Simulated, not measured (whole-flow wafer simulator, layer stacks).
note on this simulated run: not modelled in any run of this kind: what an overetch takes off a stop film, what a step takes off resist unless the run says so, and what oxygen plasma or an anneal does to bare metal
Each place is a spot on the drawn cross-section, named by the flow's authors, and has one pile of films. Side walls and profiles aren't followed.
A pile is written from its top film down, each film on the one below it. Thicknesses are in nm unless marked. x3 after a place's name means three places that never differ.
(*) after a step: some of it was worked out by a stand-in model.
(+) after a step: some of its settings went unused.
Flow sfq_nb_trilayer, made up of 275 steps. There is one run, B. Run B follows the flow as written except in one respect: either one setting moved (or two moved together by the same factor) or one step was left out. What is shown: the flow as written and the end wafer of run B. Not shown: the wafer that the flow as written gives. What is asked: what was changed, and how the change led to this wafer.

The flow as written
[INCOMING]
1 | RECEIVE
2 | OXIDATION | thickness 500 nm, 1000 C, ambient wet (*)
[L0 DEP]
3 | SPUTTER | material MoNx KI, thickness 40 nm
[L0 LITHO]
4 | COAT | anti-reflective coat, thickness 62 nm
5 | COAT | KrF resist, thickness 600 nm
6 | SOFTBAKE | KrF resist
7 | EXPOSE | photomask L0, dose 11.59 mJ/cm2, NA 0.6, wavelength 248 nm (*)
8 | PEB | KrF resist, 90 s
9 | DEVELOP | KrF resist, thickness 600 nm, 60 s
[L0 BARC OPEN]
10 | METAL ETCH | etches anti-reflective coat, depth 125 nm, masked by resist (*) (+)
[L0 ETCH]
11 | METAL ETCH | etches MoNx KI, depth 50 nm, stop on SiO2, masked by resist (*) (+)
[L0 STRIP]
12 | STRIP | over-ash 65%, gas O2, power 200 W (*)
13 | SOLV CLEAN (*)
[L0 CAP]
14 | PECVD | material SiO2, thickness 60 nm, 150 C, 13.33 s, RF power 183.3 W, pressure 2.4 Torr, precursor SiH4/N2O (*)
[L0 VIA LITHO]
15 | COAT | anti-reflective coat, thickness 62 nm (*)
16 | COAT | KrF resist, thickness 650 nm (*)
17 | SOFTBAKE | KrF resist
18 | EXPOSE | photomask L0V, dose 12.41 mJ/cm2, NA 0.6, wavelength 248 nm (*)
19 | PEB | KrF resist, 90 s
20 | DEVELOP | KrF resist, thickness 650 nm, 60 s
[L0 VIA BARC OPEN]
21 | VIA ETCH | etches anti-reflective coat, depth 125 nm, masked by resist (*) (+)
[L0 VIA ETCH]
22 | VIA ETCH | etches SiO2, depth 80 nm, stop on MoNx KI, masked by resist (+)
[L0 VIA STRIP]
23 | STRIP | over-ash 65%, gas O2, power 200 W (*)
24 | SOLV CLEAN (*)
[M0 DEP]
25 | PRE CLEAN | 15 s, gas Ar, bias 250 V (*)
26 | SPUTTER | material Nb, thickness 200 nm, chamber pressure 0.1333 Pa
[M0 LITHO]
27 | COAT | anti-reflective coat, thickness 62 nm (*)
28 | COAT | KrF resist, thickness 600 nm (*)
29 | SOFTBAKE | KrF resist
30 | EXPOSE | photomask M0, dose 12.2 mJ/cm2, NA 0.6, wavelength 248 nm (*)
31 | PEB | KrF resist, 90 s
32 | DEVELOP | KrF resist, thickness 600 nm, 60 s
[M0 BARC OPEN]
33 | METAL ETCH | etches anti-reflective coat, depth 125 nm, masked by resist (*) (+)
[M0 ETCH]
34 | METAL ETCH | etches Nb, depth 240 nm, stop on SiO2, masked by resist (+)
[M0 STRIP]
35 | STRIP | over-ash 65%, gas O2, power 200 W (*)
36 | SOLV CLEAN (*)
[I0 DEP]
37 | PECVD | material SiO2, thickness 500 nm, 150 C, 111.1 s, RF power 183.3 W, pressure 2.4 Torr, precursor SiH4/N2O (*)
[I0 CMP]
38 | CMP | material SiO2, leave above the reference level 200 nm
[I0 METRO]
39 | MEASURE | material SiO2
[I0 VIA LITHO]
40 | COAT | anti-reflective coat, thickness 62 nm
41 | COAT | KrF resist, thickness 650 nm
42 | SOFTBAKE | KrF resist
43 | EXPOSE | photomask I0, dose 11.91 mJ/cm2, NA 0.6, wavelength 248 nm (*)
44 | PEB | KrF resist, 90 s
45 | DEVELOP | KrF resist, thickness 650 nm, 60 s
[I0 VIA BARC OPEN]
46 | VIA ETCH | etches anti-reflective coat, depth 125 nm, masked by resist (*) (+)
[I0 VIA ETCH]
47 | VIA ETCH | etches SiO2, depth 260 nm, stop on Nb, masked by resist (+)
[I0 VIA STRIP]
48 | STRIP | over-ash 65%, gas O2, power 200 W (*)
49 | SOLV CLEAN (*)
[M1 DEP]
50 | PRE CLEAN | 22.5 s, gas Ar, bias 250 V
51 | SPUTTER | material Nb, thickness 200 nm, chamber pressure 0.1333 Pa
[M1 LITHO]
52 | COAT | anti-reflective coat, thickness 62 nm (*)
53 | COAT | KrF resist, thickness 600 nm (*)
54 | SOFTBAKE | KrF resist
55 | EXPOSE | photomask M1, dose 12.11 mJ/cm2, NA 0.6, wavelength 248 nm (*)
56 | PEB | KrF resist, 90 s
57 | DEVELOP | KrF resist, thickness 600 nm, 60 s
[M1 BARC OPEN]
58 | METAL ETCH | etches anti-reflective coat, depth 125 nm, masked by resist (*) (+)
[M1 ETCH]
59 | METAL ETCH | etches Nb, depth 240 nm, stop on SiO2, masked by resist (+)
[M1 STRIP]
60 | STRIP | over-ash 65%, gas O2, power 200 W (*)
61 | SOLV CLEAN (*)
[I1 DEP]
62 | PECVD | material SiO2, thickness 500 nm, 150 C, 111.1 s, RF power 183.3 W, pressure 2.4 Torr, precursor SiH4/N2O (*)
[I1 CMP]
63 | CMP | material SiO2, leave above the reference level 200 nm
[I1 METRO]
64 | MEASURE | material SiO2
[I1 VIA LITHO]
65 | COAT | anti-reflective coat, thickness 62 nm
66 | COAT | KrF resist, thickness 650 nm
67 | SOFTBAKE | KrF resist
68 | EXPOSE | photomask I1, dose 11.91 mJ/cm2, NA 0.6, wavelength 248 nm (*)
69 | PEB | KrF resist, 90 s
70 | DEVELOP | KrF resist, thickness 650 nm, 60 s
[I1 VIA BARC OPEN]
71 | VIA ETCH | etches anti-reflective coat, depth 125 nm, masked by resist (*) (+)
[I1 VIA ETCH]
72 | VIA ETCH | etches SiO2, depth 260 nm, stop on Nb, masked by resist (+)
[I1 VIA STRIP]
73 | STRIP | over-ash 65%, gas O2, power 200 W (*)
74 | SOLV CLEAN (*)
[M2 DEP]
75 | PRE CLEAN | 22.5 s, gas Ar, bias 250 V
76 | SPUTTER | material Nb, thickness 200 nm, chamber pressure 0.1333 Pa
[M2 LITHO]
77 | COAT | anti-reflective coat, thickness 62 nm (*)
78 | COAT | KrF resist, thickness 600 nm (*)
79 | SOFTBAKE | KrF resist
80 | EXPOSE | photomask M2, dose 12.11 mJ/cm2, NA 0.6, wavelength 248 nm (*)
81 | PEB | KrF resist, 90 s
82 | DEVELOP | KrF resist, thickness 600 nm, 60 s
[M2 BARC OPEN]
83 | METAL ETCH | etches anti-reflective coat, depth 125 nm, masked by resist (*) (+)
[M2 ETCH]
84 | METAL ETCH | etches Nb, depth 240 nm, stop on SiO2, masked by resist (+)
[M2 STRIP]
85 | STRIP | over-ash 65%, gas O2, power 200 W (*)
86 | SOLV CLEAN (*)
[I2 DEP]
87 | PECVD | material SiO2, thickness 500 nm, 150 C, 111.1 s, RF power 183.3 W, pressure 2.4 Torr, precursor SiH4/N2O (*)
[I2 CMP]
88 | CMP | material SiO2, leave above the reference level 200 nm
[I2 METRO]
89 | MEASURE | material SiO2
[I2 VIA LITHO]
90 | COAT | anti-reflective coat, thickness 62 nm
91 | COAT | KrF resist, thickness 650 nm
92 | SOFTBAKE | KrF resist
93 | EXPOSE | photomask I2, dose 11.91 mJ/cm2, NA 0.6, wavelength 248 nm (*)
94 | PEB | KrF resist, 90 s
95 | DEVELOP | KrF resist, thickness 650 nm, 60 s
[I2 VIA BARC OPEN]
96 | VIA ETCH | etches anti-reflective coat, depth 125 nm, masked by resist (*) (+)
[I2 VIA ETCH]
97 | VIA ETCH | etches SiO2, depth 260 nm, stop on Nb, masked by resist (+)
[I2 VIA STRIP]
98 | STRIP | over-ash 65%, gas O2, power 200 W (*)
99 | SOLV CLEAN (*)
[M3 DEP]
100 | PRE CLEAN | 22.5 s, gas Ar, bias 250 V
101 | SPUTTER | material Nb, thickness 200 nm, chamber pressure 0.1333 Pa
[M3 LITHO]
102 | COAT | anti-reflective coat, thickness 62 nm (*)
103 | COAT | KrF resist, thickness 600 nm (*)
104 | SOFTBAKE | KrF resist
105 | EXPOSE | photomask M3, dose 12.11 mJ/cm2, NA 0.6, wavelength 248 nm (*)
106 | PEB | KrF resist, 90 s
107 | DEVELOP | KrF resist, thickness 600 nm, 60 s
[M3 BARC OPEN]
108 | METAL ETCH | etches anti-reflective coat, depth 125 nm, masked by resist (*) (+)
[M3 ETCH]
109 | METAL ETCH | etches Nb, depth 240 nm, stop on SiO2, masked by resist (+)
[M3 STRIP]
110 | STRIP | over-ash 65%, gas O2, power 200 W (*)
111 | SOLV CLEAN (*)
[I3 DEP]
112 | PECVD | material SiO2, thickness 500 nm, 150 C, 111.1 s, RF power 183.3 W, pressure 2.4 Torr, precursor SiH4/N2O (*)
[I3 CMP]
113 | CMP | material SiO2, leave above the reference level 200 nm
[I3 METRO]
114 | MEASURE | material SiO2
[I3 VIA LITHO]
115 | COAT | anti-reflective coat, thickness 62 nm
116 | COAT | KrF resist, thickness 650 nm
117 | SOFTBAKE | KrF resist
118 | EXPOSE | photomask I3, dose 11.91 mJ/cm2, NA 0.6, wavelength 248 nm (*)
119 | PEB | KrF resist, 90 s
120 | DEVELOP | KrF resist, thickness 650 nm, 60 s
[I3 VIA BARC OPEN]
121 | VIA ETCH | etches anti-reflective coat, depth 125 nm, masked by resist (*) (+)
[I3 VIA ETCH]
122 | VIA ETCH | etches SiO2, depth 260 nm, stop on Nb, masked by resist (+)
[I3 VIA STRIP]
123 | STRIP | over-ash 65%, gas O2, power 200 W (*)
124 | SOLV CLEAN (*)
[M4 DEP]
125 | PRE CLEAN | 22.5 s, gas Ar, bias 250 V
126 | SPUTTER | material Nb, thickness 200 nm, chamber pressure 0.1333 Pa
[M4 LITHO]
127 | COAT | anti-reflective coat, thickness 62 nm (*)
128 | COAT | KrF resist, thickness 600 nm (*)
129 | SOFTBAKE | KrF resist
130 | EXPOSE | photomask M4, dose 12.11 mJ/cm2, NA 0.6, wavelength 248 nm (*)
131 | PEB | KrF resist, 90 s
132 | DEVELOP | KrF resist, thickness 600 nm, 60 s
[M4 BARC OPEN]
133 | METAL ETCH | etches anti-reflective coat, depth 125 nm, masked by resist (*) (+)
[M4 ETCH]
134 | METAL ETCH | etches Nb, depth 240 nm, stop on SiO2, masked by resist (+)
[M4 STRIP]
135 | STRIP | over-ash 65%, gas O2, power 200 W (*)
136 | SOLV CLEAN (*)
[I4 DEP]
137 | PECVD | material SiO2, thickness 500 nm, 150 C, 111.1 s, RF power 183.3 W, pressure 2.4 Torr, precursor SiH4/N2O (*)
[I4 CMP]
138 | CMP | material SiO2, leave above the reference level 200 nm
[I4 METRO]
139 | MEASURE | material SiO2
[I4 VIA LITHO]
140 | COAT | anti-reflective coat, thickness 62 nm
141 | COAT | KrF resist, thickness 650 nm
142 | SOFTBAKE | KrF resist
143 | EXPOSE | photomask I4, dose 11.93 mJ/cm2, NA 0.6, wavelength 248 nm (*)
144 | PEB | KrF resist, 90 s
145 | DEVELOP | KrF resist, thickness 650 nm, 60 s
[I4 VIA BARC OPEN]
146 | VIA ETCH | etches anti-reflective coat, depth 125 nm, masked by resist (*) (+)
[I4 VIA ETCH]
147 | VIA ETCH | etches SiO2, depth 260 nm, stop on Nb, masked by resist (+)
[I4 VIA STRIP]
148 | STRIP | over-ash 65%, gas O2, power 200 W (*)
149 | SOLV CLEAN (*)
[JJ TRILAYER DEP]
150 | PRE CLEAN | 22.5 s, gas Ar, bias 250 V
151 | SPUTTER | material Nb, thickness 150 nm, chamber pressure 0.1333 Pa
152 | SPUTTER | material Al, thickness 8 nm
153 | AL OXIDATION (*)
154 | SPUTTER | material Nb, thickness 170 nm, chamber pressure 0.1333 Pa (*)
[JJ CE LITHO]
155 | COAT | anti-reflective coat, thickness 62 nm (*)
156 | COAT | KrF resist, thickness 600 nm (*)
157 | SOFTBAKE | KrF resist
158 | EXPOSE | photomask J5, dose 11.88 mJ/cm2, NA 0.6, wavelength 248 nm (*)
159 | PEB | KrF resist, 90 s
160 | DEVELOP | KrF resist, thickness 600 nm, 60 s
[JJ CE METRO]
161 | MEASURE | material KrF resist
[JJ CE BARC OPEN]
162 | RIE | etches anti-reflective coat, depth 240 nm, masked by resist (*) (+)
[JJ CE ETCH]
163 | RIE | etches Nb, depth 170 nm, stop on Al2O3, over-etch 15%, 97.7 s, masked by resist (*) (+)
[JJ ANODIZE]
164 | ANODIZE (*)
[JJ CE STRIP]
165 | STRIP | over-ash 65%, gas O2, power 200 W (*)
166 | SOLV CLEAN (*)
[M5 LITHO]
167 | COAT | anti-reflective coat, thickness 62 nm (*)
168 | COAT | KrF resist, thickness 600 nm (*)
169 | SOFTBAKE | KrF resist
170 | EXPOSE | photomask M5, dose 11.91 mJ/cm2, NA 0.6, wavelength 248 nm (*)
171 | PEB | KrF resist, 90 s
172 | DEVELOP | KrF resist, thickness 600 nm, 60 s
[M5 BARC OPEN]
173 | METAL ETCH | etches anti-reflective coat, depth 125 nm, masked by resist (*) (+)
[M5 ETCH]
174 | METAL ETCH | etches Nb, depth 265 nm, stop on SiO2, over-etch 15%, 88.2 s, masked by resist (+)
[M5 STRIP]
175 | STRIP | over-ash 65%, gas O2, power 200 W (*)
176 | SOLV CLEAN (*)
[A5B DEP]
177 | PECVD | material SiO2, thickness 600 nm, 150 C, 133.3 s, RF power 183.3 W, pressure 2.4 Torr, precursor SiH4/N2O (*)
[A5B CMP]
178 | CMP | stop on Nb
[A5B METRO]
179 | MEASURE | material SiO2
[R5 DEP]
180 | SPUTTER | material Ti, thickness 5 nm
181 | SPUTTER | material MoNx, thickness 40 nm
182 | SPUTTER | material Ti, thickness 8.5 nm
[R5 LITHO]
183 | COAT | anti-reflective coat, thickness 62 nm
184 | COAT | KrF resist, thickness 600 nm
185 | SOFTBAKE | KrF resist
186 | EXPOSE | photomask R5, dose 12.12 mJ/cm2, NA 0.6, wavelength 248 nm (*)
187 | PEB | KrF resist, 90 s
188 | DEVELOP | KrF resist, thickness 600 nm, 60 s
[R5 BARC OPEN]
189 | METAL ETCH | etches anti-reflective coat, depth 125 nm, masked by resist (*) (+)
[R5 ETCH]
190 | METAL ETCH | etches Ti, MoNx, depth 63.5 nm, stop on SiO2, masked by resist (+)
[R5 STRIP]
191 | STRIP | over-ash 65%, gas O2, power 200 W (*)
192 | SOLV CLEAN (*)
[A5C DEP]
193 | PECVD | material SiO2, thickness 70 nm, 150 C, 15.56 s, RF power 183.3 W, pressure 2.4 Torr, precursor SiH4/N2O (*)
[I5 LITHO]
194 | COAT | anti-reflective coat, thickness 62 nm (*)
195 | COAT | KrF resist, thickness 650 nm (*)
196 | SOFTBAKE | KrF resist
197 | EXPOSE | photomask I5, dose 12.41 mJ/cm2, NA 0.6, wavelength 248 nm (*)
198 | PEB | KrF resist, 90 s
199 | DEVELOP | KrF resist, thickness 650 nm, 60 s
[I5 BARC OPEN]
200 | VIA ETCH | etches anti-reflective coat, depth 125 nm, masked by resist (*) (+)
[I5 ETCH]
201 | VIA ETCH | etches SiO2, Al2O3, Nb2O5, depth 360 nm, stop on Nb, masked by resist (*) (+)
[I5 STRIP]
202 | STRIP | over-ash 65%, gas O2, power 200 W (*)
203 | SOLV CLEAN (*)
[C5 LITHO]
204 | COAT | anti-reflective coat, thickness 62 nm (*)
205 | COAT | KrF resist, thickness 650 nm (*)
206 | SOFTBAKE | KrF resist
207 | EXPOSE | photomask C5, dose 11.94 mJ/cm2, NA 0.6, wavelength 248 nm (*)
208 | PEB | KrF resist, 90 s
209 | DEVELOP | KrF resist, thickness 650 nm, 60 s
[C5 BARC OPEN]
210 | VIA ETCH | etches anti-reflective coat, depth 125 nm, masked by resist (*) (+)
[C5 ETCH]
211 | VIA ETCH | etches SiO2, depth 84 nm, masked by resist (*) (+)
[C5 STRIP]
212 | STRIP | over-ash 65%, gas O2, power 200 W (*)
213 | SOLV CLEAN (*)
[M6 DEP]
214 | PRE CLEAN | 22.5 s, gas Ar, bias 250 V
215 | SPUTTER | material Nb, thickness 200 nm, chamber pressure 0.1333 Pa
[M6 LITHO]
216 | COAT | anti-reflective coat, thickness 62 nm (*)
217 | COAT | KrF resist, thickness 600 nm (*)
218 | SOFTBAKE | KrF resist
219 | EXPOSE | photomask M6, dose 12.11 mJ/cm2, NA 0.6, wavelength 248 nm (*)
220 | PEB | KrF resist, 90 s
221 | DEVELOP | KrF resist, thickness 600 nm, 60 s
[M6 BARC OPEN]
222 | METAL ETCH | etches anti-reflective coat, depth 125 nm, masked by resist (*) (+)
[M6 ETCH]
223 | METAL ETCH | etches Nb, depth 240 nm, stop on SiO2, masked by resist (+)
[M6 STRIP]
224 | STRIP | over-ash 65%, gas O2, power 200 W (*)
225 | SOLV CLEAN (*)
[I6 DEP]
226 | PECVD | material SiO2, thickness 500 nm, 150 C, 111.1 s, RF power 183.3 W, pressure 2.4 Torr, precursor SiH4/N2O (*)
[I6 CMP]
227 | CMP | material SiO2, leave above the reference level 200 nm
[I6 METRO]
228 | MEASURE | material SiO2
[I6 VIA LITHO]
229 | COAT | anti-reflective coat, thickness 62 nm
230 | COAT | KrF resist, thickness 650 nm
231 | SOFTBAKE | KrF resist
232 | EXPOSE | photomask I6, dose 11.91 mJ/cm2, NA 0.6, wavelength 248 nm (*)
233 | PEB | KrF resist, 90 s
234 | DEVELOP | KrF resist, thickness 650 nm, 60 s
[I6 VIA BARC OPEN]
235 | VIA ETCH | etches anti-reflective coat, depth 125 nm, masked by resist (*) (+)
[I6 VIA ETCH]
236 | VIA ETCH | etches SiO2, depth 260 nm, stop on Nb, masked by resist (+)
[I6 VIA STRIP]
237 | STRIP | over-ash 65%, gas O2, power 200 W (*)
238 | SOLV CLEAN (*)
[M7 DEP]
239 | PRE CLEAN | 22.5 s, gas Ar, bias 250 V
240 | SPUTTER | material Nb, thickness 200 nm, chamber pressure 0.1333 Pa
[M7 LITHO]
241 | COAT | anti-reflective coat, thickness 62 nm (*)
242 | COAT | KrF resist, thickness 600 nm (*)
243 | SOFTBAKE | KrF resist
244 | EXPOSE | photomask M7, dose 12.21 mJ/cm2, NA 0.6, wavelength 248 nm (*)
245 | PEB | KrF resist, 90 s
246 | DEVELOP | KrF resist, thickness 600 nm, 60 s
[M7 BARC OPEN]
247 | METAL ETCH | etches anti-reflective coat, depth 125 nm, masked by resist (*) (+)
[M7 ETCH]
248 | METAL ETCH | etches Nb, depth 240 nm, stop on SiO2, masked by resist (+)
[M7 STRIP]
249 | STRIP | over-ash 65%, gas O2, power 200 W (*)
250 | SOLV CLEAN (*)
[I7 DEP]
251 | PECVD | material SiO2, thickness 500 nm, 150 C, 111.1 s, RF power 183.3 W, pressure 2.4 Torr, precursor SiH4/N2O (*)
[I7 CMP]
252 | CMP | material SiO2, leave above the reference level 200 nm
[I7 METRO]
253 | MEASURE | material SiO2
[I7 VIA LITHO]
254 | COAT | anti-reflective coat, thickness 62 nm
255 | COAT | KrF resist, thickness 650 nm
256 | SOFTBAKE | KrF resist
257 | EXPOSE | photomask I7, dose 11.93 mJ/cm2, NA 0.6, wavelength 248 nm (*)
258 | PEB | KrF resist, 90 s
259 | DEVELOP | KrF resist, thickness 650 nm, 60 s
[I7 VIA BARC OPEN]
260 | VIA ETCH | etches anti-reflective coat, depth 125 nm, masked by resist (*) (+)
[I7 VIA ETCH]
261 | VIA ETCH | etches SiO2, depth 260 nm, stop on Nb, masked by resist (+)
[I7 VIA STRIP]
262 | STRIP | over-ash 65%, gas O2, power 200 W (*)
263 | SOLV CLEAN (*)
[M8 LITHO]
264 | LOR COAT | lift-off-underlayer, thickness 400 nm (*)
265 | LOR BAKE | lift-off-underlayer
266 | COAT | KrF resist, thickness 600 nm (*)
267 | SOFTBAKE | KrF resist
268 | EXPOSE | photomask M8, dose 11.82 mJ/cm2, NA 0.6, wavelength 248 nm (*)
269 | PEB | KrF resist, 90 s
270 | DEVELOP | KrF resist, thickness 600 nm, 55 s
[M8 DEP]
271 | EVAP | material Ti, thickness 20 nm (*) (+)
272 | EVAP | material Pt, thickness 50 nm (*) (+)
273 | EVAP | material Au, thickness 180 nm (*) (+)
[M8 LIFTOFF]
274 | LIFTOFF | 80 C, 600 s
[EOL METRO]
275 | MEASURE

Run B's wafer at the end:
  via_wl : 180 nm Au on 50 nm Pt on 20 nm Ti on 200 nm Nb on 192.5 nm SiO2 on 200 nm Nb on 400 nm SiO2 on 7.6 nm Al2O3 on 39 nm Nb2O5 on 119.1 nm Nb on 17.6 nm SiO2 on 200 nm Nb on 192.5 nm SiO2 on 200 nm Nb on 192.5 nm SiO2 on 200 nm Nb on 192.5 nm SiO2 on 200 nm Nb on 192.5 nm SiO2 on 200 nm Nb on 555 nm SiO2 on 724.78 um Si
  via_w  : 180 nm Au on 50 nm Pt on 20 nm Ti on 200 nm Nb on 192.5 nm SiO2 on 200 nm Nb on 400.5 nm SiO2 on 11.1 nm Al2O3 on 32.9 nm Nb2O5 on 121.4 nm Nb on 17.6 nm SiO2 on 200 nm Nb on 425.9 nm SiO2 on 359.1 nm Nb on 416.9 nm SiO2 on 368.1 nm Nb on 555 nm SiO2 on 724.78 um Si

Cause: step 147, VIA ETCH: depth 174.7 nm was run, though the flow has depth 260 nm.

The path from the change to this, step by step:
  147 | VIA ETCH | etches SiO2, depth 260 nm, stop on Nb, masked by resist (+)
      via_wl, via_w, via_wr: -174.7 SiO2 (it would be, as written: -199.8 SiO2 (all of it))
      field_l, v_sur, via_sp and 100 more: -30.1 KrF resist (it would be, as written: -44.8 KrF resist)
  148 | STRIP | over-ash 65%, gas O2, power 200 W (*)
      field_l, v_sur, via_sp and 100 more: -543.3 KrF resist (all of it), -62 anti-reflective coat (all of it) (it would be, as written: -528.6 KrF resist (all of it), -62 anti-reflective coat (all of it))
  150 | PRE CLEAN | 22.5 s, gas Ar, bias 250 V
      via_wl, via_w, via_wr: -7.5 SiO2 (it would be, as written: -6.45 Nb)
  151 | SPUTTER | material Nb, thickness 150 nm, chamber pressure 0.1333 Pa
      via_wl, via_w, via_wr: +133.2 Nb (new film) (it would be, as written: +130.4 Nb)
  154 | SPUTTER | material Nb, thickness 170 nm, chamber pressure 0.1333 Pa (*)
      via_wl, via_wr: +144.9 Nb (new film) (it would be, as written: +140.7 Nb (new film))
      via_w: +145.2 Nb (new film) (it would be, as written: +141 Nb (new film))
  155 | COAT | anti-reflective coat, thickness 62 nm (*)
      via_wl, via_wr: +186 anti-reflective coat (new film) (it would be, as written: +209.4 anti-reflective coat (new film))
      via_w: +95 anti-reflective coat (new film) (it would be, as written: +97.4 anti-reflective coat (new film))
  156 | COAT | KrF resist, thickness 600 nm (*)
      via_w: +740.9 KrF resist (new film) (it would be, as written: +763.8 KrF resist (new film))
  160 | DEVELOP | KrF resist, thickness 600 nm, 60 s
      via_w: -739.3 KrF resist (all of it) (it would be, as written: -762.1 KrF resist (all of it))
  162 | RIE | etches anti-reflective coat, depth 240 nm, masked by resist (*) (+)
      ce_l, c5j, ce_r, wl_jj: -186 KrF resist (it would be, as written: -209.4 KrF resist)
      via_wl, via_wr: -186 anti-reflective coat (all of it) (it would be, as written: -209.4 anti-reflective coat (all of it))
      (and at 1 other place as well)
  163 | RIE | etches Nb, depth 170 nm, stop on Al2O3, over-etch 15%, 97.7 s, masked by resist (*) (+)
      via_wl, via_wr: -144.9 Nb (all of it), -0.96 Al2O3 (all of it) (it would be, as written: -140.7 Nb (all of it), -0.96 Al2O3 (all of it))
      via_w: -145.2 Nb (all of it), -0.96 Al2O3 (all of it) (it would be, as written: -141 Nb (all of it), -0.96 Al2O3 (all of it))
  165 | STRIP | over-ash 65%, gas O2, power 200 W (*)
      ce_l: -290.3 KrF resist (all of it), -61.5 anti-reflective coat (all of it) (it would be, as written: -266.8 KrF resist (all of it), -61.4 anti-reflective coat (all of it))
      c5j: -290.4 KrF resist (all of it), -61.5 anti-reflective coat (all of it) (it would be, as written: -266.9 KrF resist (all of it), -61.5 anti-reflective coat (all of it))
      (and at 2 other places as well)
  167 | COAT | anti-reflective coat, thickness 62 nm (*)
      via_wl: +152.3 anti-reflective coat (new film) (it would be, as written: +170.5 anti-reflective coat (new film))
      via_wr: +152.3 anti-reflective coat (new film) (it would be, as written: +170.6 anti-reflective coat (new film))
      (and at 2 other places as well)
  168 | COAT | KrF resist, thickness 600 nm (*)
      via_w: +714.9 KrF resist (new film) (it would be, as written: +732.6 KrF resist (new film))
  175 | STRIP | over-ash 65%, gas O2, power 200 W (*)
      via_wl: -424.7 KrF resist (all of it), -152.3 anti-reflective coat (all of it) (it would be, as written: -427 KrF resist (all of it), -170.5 anti-reflective coat (all of it))
      via_w: -485.8 KrF resist (all of it), -82.7 anti-reflective coat (all of it) (it would be, as written: -503.5 KrF resist (all of it), -84.1 anti-reflective coat (all of it))
      (and at 3 other places as well)
  178 | CMP | stop on Nb
      via_wl, via_wr: -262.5 SiO2 (it would be, as written: -235.7 SiO2)
      via_w: -262 SiO2 (it would be, as written: -235.2 SiO2)
If metal films that touch count as one body, via_wl has 8 bodies (between them, from the top down: SiO2 192.5; SiO2 400 / Al2O3 7.6 / Nb2O5 39; SiO2 17.6; SiO2 192.5; SiO2 192.5; SiO2 192.5; SiO2 192.5); the flow as written gives 7 bodies (between them, from the top down: SiO2 192.5; SiO2 426.8 / Al2O3 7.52 / Nb2O5 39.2; SiO2 192.5; SiO2 192.5; SiO2 192.5; SiO2 192.5).
If metal films that touch count as one body, via_w has 6 bodies (between them, from the top down: SiO2 192.5; SiO2 400.5 / Al2O3 11.1 / Nb2O5 32.9; SiO2 17.6; SiO2 425.9; SiO2 416.9); the flow as written gives 5 bodies (between them, from the top down: SiO2 192.5; SiO2 427.3 / Al2O3 10.8 / Nb2O5 33.3; SiO2 425.9; SiO2 416.9).
